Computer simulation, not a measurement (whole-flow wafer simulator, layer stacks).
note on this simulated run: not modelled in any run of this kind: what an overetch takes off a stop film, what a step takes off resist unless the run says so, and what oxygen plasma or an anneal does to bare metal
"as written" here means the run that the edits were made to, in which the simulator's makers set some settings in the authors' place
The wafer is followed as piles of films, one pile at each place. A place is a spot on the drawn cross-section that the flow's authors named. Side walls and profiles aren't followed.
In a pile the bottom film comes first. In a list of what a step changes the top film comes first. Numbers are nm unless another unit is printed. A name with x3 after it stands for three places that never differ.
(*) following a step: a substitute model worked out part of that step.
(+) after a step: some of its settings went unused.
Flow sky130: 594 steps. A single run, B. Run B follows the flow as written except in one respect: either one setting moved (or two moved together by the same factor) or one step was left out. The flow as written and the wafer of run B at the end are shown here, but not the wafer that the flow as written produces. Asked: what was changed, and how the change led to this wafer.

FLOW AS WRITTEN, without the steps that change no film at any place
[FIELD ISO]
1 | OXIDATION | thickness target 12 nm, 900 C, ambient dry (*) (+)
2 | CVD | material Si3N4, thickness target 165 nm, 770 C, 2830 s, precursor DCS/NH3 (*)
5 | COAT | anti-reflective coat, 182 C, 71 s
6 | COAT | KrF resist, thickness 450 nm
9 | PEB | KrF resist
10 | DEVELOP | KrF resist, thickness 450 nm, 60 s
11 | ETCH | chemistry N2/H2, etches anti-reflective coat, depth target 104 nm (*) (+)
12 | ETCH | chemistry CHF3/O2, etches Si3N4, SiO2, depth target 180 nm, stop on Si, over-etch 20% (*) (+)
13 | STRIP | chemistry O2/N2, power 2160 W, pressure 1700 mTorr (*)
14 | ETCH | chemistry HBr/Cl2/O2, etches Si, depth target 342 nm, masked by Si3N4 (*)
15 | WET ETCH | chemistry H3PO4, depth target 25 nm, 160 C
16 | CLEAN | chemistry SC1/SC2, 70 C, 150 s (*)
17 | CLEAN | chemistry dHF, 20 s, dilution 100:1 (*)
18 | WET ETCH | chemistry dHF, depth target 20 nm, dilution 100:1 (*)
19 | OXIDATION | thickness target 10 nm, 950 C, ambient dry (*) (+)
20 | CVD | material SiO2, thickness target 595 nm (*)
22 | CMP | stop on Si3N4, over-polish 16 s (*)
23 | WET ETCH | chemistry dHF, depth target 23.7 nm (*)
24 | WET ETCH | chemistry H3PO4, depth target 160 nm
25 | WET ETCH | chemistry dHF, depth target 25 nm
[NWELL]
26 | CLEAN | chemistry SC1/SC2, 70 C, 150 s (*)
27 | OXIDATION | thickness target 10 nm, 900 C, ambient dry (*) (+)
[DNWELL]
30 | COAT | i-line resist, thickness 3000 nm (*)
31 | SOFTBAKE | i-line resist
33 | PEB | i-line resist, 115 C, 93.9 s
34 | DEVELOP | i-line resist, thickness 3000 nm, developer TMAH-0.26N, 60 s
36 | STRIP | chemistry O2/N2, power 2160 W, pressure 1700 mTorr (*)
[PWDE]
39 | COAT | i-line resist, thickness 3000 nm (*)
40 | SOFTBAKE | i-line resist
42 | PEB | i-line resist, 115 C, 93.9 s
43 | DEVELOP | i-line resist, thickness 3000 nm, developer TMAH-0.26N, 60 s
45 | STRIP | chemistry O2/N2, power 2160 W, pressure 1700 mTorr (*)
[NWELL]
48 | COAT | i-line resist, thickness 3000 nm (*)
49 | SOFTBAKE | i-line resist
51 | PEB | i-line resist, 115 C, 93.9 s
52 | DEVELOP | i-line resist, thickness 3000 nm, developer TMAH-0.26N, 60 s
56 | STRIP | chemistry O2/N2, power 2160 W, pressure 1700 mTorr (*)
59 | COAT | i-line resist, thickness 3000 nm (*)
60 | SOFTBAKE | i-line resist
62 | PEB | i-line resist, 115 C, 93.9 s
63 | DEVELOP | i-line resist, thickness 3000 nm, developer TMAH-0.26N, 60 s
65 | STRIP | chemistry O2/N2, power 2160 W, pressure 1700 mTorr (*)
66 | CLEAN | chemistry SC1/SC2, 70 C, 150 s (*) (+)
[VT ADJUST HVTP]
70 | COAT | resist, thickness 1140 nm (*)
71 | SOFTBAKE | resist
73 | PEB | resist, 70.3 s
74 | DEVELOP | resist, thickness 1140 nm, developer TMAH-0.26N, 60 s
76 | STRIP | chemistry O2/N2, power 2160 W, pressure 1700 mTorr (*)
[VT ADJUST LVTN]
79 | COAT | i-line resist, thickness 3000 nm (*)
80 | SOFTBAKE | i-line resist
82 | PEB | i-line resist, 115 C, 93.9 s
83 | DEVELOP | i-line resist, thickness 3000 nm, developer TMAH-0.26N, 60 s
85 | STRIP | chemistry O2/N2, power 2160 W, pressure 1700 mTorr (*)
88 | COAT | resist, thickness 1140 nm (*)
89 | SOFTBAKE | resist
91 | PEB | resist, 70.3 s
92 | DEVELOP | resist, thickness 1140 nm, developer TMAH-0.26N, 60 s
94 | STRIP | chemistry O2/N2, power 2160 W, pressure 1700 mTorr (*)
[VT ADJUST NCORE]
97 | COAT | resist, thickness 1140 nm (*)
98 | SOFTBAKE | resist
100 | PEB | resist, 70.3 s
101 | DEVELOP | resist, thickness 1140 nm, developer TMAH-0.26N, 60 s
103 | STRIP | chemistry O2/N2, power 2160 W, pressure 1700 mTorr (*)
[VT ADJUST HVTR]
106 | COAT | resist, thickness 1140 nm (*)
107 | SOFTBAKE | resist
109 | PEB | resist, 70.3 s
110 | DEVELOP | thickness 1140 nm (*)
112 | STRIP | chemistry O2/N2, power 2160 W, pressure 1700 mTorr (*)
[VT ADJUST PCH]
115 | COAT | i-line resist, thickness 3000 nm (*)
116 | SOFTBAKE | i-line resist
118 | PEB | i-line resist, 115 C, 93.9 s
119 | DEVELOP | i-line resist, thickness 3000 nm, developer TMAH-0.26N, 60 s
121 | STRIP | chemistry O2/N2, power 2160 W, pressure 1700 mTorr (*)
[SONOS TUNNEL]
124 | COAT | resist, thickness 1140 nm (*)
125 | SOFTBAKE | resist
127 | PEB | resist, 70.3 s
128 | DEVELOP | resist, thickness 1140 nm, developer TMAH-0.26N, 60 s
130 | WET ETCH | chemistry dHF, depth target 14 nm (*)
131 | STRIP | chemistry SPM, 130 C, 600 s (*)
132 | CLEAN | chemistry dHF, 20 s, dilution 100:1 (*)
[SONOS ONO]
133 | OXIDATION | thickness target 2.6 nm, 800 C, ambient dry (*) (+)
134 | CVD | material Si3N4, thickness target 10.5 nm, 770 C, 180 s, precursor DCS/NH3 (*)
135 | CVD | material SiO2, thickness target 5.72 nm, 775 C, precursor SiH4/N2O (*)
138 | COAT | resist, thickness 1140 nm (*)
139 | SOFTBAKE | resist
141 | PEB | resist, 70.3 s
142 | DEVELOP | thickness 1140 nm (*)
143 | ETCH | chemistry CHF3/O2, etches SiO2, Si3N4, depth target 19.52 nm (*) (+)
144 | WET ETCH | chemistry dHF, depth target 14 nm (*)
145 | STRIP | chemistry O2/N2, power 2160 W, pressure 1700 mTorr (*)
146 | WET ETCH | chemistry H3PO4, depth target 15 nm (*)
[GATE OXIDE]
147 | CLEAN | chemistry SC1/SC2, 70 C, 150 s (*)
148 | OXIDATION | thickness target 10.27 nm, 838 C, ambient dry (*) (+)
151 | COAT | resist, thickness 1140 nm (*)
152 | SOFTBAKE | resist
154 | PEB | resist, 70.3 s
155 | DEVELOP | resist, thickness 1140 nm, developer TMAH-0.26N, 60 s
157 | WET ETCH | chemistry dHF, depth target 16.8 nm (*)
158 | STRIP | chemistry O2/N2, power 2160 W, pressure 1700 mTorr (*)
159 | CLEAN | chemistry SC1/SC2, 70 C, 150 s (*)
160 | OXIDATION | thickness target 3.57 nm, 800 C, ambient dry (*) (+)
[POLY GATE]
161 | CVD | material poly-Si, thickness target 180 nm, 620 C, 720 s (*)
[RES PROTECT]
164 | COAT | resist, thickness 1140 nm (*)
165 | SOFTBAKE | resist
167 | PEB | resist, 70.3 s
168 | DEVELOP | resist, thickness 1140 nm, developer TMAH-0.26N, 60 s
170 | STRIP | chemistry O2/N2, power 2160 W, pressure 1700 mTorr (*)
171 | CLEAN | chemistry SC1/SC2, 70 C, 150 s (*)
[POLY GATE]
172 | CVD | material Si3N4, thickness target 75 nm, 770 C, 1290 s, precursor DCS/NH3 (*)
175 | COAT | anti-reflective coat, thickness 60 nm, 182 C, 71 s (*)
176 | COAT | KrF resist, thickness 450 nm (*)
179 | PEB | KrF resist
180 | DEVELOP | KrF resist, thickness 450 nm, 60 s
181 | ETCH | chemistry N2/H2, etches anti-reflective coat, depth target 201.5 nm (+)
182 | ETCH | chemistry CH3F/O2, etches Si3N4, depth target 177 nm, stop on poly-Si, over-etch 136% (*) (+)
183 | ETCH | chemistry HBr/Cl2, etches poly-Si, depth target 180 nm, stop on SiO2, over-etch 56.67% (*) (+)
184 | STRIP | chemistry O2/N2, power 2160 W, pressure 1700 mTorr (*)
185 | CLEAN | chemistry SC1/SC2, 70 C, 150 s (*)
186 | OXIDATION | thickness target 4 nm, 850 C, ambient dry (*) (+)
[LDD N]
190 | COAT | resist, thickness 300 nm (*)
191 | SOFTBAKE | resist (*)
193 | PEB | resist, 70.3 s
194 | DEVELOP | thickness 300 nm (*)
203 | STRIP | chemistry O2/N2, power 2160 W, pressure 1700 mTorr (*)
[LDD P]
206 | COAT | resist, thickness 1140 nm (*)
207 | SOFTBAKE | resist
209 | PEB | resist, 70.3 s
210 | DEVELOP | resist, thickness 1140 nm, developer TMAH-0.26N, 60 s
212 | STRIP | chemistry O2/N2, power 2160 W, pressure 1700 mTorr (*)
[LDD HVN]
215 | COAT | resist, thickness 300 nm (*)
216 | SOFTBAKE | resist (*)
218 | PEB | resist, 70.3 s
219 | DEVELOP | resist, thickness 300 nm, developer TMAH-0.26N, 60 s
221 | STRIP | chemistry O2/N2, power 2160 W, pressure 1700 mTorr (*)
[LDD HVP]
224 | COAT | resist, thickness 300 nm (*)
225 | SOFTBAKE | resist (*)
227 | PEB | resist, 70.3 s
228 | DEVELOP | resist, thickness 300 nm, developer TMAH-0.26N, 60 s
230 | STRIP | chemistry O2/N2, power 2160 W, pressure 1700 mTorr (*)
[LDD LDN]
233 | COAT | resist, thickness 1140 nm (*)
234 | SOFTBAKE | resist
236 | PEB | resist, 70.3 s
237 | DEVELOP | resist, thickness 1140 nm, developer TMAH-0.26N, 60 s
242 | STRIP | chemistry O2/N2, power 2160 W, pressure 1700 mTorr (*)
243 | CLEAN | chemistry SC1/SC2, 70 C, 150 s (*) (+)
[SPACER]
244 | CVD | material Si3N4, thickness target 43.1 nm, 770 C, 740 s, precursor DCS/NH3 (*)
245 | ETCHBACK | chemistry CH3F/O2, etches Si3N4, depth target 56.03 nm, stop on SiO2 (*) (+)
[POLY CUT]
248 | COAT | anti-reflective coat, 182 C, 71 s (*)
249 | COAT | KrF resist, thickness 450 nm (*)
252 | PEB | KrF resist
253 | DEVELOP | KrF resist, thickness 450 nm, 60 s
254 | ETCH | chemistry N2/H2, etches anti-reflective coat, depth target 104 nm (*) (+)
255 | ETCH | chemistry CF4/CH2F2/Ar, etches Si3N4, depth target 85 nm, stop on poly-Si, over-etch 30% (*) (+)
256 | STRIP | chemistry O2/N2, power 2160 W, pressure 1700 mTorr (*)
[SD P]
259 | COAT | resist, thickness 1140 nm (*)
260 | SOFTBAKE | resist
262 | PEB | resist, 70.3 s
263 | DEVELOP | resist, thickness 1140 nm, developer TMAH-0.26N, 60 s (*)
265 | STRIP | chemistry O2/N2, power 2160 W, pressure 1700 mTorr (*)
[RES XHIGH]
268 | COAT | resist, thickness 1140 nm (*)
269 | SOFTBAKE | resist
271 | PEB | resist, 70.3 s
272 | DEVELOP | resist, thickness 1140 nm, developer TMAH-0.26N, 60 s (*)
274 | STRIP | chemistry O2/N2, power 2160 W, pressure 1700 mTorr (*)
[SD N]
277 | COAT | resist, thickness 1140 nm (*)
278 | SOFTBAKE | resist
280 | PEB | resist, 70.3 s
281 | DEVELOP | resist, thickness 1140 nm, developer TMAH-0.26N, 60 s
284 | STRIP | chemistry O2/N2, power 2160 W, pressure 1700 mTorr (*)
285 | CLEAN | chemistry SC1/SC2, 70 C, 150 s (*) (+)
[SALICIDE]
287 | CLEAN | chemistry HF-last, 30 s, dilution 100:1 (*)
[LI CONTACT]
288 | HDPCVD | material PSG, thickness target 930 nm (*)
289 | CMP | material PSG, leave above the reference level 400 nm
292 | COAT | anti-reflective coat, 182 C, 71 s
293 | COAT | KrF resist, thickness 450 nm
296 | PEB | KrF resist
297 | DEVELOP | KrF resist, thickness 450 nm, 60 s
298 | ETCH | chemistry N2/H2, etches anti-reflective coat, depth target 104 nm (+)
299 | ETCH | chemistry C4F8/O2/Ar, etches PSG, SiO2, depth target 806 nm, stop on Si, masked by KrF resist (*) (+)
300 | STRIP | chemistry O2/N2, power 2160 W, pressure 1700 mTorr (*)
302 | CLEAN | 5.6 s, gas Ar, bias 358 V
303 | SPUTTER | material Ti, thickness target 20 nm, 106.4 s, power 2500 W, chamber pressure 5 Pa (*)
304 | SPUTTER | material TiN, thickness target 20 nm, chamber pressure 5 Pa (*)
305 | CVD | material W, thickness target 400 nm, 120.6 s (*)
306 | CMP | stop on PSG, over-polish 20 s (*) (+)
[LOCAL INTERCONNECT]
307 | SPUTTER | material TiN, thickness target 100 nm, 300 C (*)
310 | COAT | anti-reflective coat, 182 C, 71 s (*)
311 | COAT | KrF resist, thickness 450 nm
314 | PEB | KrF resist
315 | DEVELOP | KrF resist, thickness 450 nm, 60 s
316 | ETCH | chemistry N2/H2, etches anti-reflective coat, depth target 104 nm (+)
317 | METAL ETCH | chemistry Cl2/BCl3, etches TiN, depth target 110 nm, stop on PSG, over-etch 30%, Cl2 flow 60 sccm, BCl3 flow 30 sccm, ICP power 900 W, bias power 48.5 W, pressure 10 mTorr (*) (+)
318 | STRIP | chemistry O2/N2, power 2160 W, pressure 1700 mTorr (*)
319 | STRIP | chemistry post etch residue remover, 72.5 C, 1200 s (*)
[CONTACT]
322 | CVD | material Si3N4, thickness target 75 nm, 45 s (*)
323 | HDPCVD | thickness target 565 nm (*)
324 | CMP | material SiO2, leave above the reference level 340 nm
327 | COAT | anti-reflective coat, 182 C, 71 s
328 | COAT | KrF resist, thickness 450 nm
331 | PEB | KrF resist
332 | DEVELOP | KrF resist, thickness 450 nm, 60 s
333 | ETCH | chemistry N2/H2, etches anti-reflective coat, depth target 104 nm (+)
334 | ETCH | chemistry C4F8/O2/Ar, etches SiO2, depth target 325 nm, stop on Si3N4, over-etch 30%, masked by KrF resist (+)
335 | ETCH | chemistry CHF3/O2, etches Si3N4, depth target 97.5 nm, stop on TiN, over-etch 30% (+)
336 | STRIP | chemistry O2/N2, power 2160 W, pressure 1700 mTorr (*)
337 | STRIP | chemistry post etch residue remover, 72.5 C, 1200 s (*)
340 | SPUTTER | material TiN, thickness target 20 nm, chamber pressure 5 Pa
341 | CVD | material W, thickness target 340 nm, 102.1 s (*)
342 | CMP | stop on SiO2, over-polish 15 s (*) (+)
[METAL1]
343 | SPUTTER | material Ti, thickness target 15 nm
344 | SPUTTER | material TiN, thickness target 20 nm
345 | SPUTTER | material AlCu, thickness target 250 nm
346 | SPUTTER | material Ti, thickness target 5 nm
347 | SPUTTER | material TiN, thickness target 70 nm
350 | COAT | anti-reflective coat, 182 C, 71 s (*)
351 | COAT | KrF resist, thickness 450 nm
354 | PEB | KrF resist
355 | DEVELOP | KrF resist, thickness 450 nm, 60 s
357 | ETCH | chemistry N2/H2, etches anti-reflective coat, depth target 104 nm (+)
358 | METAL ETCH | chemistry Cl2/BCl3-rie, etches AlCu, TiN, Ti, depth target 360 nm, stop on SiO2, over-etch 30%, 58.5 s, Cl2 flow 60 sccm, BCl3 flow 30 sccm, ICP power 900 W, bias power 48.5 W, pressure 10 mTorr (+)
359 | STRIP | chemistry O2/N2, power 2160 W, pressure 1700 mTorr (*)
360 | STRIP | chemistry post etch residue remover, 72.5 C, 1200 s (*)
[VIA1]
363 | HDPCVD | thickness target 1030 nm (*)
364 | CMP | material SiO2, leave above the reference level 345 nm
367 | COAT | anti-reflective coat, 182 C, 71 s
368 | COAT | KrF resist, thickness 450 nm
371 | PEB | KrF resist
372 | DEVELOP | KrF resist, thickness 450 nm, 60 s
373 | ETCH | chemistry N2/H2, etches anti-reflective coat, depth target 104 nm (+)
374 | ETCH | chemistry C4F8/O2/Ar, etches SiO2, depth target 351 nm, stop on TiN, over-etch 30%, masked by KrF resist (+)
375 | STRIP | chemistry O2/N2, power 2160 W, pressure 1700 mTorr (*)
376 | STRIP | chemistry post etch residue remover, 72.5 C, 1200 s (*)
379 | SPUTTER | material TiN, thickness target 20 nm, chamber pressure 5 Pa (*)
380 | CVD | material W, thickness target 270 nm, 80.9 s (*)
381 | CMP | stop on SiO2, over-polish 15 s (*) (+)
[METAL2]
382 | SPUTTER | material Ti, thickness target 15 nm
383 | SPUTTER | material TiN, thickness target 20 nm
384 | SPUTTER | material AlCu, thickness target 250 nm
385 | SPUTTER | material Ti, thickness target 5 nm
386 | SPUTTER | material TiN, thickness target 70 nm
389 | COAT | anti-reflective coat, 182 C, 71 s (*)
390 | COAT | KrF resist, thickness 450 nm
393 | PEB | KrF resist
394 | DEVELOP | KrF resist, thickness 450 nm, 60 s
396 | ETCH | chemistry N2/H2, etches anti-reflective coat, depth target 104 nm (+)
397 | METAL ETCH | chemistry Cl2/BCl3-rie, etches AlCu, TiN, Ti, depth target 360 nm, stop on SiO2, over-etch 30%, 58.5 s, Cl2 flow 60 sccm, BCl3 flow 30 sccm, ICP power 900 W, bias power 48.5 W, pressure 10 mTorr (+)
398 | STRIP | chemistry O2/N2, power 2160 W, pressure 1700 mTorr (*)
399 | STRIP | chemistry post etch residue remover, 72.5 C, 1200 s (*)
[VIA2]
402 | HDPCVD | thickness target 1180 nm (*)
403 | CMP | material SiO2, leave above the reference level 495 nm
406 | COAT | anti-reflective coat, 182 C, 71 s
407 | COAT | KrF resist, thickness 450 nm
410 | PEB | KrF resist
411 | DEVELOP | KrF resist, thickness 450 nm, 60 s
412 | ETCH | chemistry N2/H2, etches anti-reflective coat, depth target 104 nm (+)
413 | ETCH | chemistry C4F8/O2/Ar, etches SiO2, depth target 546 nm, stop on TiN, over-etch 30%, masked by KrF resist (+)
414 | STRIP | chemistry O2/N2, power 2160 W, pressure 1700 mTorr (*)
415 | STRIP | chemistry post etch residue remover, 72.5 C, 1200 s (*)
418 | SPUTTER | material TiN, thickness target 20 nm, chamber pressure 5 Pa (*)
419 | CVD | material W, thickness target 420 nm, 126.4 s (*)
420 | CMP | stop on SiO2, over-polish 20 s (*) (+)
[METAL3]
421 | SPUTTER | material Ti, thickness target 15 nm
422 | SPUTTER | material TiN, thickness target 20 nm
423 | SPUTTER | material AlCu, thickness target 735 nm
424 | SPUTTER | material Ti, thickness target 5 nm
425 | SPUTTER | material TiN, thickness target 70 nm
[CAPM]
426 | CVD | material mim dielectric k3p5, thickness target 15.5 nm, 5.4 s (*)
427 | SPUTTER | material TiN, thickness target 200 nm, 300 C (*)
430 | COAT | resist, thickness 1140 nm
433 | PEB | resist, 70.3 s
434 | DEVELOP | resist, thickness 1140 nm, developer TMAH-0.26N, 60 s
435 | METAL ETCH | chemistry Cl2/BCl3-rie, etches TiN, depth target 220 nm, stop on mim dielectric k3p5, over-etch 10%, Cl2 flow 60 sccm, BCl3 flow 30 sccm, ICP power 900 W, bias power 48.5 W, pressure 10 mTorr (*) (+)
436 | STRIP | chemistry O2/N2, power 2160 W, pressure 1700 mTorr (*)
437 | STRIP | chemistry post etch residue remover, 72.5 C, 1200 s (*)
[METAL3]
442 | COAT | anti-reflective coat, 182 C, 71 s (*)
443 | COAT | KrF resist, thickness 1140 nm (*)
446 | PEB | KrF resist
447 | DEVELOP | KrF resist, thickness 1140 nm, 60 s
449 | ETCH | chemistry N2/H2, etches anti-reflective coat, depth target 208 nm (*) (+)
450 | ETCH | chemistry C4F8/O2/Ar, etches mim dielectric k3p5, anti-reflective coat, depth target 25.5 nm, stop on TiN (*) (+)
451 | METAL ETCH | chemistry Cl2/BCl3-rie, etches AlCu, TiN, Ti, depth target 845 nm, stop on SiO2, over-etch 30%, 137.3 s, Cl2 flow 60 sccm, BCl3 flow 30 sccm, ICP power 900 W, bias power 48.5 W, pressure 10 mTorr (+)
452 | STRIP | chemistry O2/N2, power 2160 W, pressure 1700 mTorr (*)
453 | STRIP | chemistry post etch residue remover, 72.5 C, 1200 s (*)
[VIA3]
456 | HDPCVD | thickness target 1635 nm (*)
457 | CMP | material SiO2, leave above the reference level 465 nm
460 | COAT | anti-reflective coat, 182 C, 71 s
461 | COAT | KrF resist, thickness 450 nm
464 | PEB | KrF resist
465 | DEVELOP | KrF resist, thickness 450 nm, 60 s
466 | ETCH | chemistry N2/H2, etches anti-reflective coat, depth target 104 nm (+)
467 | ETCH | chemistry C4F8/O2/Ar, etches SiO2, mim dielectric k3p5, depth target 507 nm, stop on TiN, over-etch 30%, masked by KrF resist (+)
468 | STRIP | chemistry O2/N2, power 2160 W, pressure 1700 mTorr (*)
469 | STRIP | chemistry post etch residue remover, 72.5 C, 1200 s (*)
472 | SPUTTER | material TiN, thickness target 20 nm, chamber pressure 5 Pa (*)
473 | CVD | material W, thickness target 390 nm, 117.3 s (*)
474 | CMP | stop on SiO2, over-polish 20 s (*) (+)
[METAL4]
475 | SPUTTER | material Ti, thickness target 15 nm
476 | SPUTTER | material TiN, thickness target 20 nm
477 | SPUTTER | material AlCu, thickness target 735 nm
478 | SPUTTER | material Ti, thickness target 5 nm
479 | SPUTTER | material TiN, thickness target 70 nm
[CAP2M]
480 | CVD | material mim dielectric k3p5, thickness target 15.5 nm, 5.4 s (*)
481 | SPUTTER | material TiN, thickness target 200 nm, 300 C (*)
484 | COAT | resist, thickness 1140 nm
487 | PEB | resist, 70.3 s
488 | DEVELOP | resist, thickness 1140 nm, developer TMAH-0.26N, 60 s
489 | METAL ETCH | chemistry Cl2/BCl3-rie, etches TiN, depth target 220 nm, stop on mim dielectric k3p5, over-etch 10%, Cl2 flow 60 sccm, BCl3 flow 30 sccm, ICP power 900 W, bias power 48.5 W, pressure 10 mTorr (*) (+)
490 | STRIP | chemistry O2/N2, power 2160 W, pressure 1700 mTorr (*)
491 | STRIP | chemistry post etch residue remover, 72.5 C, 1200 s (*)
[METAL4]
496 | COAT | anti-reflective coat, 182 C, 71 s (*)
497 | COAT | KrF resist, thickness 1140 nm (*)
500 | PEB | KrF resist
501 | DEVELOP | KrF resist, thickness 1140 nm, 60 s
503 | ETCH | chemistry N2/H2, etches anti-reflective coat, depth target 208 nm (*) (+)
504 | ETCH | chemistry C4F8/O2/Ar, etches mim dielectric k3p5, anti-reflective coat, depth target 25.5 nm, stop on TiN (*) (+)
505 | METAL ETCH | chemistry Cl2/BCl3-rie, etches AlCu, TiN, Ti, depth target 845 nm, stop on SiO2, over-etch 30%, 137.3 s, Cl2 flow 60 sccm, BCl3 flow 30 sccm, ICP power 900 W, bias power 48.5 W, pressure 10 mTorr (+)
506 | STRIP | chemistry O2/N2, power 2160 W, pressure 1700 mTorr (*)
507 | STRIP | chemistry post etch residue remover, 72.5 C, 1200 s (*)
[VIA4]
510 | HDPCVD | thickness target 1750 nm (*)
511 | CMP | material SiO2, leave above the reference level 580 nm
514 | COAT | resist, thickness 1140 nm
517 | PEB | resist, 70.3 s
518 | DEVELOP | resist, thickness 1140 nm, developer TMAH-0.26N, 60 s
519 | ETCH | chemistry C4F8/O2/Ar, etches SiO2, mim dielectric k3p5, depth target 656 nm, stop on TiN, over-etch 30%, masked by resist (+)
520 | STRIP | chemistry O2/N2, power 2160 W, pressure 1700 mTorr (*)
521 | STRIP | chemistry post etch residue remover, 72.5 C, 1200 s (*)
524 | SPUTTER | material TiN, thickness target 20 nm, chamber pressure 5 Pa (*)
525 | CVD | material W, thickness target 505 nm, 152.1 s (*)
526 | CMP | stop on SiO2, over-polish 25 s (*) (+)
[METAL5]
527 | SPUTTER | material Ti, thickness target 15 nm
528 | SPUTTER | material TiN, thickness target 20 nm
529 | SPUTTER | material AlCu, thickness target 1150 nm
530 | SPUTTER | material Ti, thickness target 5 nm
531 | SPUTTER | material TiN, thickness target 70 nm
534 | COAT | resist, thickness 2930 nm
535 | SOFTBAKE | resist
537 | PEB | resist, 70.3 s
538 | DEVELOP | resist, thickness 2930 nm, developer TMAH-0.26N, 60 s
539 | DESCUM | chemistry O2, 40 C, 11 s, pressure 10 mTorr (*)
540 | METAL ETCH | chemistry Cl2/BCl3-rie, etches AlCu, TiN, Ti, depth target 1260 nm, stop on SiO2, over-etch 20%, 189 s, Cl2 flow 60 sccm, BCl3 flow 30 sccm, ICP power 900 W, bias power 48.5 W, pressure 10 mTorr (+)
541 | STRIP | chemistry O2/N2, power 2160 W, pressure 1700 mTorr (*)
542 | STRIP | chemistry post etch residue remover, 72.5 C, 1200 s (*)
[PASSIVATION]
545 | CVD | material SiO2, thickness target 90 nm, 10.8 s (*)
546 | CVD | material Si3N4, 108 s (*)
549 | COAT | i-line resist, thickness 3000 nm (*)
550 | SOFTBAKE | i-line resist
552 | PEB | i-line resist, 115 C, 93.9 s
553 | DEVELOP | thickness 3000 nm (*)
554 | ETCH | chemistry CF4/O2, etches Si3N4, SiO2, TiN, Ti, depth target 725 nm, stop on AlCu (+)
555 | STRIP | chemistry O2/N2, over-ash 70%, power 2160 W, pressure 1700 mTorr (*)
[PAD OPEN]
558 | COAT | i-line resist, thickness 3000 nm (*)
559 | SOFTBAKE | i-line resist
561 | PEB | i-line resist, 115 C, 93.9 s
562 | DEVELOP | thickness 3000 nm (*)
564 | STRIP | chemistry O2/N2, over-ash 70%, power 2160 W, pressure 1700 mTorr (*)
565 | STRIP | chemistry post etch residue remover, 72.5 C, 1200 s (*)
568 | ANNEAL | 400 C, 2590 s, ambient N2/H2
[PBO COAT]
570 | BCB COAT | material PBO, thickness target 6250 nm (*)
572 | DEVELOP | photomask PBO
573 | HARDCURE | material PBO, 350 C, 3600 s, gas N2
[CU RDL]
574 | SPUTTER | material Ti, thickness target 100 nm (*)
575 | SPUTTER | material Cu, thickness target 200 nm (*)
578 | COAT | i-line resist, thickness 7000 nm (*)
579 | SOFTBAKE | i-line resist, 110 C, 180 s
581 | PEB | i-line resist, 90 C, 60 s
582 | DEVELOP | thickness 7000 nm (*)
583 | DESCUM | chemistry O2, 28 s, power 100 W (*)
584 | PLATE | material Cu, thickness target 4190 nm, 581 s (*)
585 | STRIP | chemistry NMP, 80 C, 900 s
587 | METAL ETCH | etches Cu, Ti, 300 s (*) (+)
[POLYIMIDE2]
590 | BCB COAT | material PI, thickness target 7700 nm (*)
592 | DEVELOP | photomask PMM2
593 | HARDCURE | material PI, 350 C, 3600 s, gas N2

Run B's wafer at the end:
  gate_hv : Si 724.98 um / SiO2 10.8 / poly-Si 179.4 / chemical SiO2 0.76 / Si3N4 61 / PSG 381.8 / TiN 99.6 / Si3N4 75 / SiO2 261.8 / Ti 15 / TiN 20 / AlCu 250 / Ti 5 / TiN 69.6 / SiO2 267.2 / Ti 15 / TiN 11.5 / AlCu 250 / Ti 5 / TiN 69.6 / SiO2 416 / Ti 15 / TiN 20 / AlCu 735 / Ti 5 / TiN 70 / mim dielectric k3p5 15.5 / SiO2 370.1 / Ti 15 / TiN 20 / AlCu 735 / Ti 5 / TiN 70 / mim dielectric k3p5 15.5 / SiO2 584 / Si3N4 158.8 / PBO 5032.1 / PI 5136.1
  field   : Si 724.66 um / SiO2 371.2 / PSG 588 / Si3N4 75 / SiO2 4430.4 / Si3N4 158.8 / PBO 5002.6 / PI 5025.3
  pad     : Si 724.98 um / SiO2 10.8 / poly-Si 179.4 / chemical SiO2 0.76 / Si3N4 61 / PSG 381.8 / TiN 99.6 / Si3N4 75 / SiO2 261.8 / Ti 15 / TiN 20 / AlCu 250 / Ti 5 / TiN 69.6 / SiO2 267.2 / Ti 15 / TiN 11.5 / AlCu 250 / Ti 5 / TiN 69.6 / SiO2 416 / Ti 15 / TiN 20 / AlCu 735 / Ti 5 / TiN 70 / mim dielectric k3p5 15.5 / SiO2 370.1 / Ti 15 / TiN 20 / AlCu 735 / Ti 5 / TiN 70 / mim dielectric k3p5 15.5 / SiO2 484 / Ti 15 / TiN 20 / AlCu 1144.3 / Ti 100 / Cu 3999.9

Cause: step 383, SPUTTER: thickness target 11.5 nm was run, whereas the flow has thickness target 20 nm.
One can read it off the wafer: gate_hv has TiN 11.5, and step 383 as written asks for 20 nm.

The path from the change to this, step by step:
  383 | SPUTTER | material TiN, thickness target 20 nm
      field, active, n_well and 188 more: TiN gains 11.5 (new film) (as written it would have been: TiN gains 20 (new film))
  397 | METAL ETCH | chemistry Cl2/BCl3-rie, etches AlCu, TiN, Ti, depth target 360 nm, stop on SiO2, over-etch 30%, 58.5 s, Cl2 flow 60 sccm, BCl3 flow 30 sccm, ICP power 900 W, bias power 48.5 W, pressure 10 mTorr (+)
      field, active, gate and 82 more: TiN loses 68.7 (all of it), Ti loses 5 (all of it), AlCu loses 250 (all of it), TiN loses 11.5 (all of it), Ti loses 15 (all of it), SiO2 loses 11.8 (as written it would have been: TiN loses 68.7 (all of it), Ti loses 5 (all of it), AlCu loses 250 (all of it), TiN loses 20 (all of it), Ti loses 15 (all of it), SiO2 loses 10.9)
